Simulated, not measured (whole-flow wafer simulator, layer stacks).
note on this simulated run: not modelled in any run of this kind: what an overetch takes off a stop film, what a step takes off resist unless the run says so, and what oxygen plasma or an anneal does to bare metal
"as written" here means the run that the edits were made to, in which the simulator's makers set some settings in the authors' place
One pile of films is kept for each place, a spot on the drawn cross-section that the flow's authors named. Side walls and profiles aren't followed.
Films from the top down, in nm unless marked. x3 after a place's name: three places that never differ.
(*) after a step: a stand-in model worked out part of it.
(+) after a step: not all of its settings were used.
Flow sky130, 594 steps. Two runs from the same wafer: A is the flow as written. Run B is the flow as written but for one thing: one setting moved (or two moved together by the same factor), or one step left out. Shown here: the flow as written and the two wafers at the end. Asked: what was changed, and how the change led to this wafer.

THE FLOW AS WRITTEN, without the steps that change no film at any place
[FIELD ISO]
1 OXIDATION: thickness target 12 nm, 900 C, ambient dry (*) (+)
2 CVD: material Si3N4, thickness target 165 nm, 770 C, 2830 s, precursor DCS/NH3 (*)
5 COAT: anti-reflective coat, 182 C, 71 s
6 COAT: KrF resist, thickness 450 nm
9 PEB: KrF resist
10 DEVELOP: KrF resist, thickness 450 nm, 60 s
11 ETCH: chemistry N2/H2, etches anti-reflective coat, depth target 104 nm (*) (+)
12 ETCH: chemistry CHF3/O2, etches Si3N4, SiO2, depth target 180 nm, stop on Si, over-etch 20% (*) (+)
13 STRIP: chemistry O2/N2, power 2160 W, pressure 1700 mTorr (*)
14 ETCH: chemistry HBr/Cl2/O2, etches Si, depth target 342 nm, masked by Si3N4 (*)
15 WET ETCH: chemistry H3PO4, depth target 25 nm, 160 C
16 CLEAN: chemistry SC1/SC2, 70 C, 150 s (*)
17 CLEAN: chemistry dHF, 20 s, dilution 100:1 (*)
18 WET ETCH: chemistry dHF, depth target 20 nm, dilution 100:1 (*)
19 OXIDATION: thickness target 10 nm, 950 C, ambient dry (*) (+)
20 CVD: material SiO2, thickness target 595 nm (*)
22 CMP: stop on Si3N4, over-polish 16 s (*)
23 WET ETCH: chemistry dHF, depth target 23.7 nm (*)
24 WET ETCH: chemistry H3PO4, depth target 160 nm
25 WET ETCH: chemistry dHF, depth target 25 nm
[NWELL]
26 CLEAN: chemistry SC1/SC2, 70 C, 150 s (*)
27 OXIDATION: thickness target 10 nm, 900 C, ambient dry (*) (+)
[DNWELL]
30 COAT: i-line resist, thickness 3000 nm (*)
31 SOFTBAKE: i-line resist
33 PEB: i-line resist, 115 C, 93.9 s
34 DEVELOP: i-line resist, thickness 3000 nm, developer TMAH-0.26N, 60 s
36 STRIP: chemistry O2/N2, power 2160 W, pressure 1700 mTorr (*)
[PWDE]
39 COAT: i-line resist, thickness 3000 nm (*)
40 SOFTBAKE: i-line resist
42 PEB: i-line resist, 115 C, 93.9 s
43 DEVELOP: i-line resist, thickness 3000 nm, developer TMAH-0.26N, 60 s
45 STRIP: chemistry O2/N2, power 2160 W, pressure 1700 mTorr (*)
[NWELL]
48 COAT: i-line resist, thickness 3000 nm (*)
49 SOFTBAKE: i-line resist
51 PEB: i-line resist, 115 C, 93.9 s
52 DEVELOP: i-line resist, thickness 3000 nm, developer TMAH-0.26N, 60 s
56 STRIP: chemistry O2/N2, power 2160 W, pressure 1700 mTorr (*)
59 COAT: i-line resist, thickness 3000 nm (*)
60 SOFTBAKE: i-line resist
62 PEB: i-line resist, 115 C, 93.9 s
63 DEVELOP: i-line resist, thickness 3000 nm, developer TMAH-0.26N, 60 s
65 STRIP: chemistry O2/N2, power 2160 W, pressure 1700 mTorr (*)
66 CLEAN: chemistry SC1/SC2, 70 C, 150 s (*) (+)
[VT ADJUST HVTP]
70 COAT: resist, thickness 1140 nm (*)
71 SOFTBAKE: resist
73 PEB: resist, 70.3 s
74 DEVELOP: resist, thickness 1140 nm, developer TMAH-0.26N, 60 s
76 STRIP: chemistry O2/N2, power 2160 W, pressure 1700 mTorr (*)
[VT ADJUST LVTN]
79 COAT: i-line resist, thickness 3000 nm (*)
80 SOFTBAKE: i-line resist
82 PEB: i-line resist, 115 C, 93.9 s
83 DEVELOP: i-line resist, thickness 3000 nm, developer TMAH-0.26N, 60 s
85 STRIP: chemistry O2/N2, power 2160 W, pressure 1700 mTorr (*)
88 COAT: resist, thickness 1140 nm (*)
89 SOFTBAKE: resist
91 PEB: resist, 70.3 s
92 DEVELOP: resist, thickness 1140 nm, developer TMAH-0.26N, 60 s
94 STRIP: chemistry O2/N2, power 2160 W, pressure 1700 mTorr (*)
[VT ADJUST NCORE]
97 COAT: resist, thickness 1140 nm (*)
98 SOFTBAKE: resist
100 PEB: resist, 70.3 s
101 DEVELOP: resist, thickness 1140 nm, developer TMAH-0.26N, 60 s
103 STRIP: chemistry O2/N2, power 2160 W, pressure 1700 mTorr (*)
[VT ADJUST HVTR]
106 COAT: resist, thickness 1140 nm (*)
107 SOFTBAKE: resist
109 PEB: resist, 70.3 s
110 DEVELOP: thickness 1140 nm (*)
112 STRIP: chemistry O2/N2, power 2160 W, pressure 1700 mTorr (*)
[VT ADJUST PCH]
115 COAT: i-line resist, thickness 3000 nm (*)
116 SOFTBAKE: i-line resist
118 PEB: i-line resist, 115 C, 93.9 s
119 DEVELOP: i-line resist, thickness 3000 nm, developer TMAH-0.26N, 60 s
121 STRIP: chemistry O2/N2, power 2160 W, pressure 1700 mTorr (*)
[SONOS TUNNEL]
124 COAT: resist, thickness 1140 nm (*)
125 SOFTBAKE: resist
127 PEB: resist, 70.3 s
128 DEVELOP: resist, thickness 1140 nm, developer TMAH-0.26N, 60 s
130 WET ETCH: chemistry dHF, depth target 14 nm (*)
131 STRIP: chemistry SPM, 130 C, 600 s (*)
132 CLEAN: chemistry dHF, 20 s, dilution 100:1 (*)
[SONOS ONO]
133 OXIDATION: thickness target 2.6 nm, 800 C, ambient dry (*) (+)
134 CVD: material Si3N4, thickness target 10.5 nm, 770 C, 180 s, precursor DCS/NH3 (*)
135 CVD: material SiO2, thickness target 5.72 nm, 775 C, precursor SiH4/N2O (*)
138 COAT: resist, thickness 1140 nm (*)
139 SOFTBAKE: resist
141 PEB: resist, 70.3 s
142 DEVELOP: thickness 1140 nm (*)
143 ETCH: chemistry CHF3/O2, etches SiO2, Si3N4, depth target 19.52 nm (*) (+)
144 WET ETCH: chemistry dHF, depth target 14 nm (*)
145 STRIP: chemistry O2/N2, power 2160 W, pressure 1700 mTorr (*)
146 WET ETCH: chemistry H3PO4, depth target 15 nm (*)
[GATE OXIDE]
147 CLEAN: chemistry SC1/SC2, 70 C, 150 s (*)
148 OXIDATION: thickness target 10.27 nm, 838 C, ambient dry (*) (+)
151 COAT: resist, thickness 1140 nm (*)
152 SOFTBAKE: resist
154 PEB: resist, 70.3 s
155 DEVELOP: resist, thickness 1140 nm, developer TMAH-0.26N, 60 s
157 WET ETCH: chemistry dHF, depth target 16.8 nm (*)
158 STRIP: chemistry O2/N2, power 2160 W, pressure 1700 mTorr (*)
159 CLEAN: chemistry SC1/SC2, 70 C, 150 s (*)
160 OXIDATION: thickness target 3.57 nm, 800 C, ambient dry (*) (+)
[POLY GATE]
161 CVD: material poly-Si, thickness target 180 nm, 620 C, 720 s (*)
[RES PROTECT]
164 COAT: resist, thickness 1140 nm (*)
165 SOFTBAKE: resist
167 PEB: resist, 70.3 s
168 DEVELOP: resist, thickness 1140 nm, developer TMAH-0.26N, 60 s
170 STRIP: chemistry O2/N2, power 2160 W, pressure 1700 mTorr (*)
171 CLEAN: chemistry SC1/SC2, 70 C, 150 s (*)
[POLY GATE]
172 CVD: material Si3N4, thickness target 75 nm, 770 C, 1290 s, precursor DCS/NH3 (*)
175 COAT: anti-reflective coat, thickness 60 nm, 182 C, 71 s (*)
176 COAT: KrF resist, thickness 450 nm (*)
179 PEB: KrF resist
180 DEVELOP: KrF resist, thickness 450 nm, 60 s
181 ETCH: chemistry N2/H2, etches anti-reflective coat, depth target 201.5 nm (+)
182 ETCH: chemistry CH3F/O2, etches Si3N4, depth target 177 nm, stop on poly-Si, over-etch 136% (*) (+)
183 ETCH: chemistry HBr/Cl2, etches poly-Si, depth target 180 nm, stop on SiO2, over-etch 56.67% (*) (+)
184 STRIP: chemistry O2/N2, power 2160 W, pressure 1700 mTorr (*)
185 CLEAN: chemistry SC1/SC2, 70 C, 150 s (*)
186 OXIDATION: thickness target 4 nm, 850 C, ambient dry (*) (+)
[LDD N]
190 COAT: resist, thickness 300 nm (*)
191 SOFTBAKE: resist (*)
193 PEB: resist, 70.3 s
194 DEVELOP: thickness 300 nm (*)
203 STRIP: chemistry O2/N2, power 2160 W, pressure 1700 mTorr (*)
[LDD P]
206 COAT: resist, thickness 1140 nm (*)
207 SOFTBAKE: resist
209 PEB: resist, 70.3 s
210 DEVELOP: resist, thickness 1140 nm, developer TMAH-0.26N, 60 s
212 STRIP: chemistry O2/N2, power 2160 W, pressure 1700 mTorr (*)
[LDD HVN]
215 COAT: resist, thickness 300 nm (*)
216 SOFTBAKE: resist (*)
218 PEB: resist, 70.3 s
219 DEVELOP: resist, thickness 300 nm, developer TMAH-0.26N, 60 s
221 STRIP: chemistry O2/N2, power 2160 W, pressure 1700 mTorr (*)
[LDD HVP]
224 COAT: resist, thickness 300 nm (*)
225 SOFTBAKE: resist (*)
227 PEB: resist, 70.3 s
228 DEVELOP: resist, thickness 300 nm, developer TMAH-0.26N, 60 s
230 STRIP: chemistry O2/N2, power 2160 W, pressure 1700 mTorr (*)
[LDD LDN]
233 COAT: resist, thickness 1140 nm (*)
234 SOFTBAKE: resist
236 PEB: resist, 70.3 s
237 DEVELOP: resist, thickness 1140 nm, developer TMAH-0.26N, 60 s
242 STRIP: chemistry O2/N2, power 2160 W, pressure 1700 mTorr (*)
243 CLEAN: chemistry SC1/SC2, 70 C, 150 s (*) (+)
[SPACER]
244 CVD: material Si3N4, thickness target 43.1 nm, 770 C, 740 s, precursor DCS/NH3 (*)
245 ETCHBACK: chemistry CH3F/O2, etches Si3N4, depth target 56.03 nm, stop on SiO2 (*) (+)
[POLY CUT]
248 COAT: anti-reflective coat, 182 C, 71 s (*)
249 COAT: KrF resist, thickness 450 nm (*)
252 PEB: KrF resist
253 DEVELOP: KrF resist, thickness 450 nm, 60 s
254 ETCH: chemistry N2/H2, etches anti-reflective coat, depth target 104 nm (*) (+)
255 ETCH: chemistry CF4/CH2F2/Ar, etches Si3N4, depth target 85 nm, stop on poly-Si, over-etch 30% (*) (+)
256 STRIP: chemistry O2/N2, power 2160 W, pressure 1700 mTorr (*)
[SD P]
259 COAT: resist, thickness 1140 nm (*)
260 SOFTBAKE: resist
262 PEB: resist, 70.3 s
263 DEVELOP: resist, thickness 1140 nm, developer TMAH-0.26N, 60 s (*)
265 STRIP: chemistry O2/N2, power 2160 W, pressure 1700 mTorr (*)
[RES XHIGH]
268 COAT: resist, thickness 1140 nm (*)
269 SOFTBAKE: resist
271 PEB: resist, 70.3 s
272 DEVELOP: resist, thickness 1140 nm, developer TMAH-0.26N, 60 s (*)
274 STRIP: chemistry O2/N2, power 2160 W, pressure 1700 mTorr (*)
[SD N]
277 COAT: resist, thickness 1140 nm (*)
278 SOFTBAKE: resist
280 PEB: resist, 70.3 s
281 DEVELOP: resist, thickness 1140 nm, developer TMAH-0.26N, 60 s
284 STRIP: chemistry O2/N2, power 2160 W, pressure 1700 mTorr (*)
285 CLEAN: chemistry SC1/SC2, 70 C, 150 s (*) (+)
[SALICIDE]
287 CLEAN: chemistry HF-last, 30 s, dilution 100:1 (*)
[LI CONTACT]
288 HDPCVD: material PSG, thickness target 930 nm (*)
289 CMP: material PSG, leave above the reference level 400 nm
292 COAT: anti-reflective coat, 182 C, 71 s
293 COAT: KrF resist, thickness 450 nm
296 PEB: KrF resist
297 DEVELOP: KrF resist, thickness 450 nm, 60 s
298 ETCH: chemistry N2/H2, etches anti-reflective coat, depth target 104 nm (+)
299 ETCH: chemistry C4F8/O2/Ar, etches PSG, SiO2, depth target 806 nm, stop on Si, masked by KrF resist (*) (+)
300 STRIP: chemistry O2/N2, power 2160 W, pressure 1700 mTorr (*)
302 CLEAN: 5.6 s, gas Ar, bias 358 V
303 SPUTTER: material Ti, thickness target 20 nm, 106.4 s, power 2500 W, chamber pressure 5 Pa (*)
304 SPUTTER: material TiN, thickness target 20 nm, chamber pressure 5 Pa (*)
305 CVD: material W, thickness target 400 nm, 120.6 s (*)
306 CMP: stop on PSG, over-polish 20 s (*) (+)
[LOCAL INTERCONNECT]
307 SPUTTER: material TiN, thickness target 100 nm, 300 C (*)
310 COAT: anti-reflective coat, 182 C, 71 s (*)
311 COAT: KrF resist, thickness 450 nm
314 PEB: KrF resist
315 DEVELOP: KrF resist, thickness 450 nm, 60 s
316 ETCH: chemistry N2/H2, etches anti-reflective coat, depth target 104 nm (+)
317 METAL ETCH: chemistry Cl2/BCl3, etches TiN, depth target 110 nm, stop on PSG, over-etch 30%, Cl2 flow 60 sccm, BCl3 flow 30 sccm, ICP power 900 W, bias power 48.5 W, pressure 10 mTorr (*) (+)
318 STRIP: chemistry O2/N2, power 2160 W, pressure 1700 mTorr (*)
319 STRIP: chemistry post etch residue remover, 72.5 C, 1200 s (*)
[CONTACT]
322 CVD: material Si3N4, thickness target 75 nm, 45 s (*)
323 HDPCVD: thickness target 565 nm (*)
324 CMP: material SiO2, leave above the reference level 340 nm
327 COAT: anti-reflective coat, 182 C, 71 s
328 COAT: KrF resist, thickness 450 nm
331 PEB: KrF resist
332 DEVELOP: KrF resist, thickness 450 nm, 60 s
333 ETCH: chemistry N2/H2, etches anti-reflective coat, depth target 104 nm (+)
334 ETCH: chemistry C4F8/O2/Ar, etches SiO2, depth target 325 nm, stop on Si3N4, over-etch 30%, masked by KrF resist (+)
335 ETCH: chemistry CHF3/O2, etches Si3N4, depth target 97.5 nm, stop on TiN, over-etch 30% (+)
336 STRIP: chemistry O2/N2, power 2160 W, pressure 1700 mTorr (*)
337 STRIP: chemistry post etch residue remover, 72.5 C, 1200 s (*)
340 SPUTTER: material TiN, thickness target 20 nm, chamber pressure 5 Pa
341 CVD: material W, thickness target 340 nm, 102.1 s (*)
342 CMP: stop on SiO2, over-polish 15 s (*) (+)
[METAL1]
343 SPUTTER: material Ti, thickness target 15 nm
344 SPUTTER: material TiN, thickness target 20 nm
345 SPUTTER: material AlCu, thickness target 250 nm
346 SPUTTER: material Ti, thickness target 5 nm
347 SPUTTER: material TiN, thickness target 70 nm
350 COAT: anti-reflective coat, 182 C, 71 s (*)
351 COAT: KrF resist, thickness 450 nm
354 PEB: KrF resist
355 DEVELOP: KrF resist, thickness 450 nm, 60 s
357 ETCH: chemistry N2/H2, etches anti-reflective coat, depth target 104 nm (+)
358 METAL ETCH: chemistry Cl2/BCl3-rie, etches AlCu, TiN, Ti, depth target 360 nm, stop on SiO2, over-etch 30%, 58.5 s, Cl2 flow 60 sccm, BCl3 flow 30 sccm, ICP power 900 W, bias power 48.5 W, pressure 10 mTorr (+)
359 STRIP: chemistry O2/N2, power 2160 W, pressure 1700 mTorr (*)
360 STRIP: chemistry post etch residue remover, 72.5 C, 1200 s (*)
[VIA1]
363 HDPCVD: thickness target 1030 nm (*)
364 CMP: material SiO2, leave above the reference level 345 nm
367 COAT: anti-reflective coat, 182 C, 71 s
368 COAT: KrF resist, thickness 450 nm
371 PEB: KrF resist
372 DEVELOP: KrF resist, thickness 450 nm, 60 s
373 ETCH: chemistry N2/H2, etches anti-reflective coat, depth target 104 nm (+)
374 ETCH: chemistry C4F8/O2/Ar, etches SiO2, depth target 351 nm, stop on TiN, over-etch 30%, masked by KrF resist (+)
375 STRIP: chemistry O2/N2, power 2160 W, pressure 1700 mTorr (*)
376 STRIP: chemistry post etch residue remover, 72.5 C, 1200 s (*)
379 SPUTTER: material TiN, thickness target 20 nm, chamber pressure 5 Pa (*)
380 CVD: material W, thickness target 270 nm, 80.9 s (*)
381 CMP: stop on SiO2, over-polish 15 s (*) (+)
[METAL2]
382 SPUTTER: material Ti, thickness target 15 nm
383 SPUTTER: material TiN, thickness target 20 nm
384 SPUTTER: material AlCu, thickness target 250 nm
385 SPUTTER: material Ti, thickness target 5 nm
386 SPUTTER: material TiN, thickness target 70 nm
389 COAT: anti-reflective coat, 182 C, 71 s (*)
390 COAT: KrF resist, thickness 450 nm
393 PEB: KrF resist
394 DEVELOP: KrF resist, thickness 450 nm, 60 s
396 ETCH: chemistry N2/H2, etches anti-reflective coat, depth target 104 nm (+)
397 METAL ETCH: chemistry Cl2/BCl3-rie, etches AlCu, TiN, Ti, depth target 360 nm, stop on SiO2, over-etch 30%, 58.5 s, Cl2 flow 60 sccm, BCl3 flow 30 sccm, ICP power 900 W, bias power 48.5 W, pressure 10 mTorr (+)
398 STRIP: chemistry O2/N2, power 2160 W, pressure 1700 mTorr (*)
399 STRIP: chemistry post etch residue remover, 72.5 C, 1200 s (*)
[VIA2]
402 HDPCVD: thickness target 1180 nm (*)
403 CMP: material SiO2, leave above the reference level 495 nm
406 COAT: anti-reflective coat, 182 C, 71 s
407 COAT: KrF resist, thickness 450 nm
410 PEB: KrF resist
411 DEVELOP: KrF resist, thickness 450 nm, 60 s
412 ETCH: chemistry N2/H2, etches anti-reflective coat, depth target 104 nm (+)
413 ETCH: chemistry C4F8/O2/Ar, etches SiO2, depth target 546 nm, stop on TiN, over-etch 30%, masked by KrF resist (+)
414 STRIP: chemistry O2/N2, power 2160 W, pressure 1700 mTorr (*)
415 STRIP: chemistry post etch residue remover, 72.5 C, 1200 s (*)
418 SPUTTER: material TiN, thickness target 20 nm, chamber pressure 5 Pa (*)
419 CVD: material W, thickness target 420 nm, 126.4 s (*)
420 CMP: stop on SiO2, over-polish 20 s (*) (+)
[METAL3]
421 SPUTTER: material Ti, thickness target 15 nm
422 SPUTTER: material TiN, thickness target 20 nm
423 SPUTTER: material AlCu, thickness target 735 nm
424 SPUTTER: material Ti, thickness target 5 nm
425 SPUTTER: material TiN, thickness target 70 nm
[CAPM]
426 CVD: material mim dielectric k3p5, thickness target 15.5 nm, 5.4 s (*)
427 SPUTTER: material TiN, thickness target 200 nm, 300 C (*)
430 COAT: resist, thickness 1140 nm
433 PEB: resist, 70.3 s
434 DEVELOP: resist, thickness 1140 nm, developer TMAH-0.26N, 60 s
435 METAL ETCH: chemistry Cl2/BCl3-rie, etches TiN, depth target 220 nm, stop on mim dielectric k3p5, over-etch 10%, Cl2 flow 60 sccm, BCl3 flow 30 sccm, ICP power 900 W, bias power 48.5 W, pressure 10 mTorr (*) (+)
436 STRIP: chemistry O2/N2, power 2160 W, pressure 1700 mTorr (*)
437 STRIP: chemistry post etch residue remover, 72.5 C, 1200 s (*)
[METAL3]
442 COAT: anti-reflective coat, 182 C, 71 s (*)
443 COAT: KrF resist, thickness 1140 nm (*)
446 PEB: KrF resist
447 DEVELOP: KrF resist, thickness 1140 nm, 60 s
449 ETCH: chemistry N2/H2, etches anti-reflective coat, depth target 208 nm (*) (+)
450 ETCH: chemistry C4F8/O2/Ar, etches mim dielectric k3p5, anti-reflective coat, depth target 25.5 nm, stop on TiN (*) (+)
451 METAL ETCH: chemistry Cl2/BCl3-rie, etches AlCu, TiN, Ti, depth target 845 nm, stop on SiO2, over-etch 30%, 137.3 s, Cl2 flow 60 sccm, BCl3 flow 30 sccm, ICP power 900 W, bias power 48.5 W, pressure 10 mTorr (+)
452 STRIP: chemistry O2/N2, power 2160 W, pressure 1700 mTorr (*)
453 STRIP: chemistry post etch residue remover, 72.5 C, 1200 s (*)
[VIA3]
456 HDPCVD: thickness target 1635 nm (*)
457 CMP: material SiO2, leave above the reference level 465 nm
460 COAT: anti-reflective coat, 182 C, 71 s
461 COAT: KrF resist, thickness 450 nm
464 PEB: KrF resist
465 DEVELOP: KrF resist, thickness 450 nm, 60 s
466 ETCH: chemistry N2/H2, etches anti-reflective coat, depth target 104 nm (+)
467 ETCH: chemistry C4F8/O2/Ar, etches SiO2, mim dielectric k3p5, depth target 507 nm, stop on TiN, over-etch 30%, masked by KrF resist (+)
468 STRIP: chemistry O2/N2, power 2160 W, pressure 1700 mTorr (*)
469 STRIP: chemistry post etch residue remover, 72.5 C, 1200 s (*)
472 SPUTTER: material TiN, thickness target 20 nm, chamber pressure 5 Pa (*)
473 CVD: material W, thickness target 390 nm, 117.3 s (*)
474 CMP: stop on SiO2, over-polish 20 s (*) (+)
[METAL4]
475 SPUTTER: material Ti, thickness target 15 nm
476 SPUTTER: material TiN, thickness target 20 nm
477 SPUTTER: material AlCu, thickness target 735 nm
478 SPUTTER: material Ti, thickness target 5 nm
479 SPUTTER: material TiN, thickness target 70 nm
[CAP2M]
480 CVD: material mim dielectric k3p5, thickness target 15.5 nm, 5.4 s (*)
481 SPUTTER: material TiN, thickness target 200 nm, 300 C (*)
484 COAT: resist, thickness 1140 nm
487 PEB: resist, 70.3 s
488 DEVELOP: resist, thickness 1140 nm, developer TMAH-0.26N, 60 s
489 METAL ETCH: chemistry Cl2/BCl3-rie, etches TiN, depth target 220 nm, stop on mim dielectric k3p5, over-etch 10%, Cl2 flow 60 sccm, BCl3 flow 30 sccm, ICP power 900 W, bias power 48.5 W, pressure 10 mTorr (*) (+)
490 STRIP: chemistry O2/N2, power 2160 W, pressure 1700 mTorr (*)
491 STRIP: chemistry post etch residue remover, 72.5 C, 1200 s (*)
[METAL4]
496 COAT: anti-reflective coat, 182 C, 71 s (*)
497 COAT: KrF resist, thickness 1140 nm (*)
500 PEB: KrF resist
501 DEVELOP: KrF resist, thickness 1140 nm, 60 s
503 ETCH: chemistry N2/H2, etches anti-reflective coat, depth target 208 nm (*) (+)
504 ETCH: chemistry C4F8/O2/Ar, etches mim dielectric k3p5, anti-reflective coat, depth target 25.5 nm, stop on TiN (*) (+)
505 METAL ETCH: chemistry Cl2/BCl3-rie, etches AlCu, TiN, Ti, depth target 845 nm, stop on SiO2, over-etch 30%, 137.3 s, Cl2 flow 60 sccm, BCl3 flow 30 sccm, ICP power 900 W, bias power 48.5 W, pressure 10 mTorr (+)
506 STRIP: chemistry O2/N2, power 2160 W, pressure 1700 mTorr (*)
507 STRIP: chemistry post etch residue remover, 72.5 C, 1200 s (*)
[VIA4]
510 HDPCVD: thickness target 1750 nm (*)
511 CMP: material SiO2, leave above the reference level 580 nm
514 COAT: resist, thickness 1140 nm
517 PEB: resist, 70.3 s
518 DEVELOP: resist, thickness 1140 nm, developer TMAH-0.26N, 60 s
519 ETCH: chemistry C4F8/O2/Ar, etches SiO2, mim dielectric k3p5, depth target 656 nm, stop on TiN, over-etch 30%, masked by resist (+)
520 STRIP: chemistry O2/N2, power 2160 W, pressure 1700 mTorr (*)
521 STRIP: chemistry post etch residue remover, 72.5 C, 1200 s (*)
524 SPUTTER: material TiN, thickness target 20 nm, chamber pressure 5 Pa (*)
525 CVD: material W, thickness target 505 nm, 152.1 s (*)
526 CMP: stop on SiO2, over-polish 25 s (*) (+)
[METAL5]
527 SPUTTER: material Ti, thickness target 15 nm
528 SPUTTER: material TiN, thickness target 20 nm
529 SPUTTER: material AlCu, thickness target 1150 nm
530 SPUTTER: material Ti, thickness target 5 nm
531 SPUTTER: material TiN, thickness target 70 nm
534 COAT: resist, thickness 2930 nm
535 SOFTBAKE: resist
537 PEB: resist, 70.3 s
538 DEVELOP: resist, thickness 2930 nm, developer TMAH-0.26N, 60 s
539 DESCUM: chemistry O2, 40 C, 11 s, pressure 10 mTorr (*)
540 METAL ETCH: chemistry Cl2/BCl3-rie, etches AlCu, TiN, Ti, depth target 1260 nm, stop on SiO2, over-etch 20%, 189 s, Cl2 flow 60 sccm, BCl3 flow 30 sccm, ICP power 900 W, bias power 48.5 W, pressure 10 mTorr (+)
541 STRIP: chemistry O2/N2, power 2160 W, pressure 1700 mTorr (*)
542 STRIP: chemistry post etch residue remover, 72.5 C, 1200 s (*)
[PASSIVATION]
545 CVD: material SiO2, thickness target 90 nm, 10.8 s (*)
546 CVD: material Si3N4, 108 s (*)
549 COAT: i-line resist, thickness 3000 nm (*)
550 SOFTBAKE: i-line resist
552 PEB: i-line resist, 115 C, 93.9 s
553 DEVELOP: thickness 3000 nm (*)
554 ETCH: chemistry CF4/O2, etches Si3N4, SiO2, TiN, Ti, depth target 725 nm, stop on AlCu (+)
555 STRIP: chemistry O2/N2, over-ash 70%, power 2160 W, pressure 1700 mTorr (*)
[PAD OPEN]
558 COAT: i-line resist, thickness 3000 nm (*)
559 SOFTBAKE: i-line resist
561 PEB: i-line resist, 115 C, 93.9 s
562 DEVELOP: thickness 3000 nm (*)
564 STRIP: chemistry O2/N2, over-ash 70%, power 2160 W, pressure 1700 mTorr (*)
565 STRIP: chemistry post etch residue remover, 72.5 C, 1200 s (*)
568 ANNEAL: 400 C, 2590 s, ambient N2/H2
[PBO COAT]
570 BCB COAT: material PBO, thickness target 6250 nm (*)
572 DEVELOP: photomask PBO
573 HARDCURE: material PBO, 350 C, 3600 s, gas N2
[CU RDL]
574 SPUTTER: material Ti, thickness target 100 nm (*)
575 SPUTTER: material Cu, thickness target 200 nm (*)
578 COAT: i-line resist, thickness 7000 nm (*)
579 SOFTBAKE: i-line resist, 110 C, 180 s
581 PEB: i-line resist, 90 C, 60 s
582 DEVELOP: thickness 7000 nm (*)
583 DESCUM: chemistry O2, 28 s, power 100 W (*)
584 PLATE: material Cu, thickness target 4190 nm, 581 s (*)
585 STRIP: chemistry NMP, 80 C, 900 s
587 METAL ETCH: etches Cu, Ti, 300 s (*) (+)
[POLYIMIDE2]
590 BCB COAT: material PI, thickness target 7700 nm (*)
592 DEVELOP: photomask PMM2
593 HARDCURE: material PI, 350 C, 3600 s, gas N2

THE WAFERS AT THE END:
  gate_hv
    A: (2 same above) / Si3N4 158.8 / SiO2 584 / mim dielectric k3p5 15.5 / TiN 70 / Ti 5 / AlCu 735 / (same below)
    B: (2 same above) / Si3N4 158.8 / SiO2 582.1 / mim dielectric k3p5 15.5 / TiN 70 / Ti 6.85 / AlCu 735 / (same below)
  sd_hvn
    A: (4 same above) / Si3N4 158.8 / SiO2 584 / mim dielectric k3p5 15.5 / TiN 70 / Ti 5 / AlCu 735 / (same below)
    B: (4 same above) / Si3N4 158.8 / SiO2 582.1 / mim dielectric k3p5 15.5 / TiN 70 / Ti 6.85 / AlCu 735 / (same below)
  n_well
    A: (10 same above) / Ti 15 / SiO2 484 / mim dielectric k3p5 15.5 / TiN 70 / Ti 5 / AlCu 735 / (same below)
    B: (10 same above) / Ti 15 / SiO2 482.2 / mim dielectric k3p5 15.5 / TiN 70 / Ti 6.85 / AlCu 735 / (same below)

The cause: step 478, SPUTTER: thickness target 6.85 nm was run, where the flow has thickness target 5 nm.
It can be read off the wafer: gate_hv has Ti 6.85, and step 478 as written asks for 5 nm.

How the change led to this, step by step:
  478 SPUTTER: material Ti, thickness target 5 nm
      field, active, n_well and 189 more: A Ti +5 (new film) | B Ti +6.85 (new film)
  505 METAL ETCH: chemistry Cl2/BCl3-rie, etches AlCu, TiN, Ti, depth target 845 nm, stop on SiO2, over-etch 30%, 137.3 s, Cl2 flow 60 sccm, BCl3 flow 30 sccm, ICP power 900 W, bias power 48.5 W, pressure 10 mTorr (+)
      field, gate, spacer and 68 more: A TiN -70 (all of it), Ti -5 (all of it), AlCu -735 (all of it), TiN -20 (all of it), Ti -15 (all of it), SiO2 -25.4 | B TiN -70 (all of it), Ti -6.85 (all of it), AlCu -735 (all of it), TiN -20 (all of it), Ti -15 (all of it), SiO2 -25.2
      active, vpp_iso1, mim_edge_plate and 14 more: A TiN -70 (all of it), Ti -5 (all of it), AlCu -735 (all of it), TiN -20 (all of it), Ti -15 (all of it), SiO2 -25.3 | B TiN -70 (all of it), Ti -6.85 (all of it), AlCu -735 (all of it), TiN -20 (all of it), Ti -15 (all of it), SiO2 -25.2
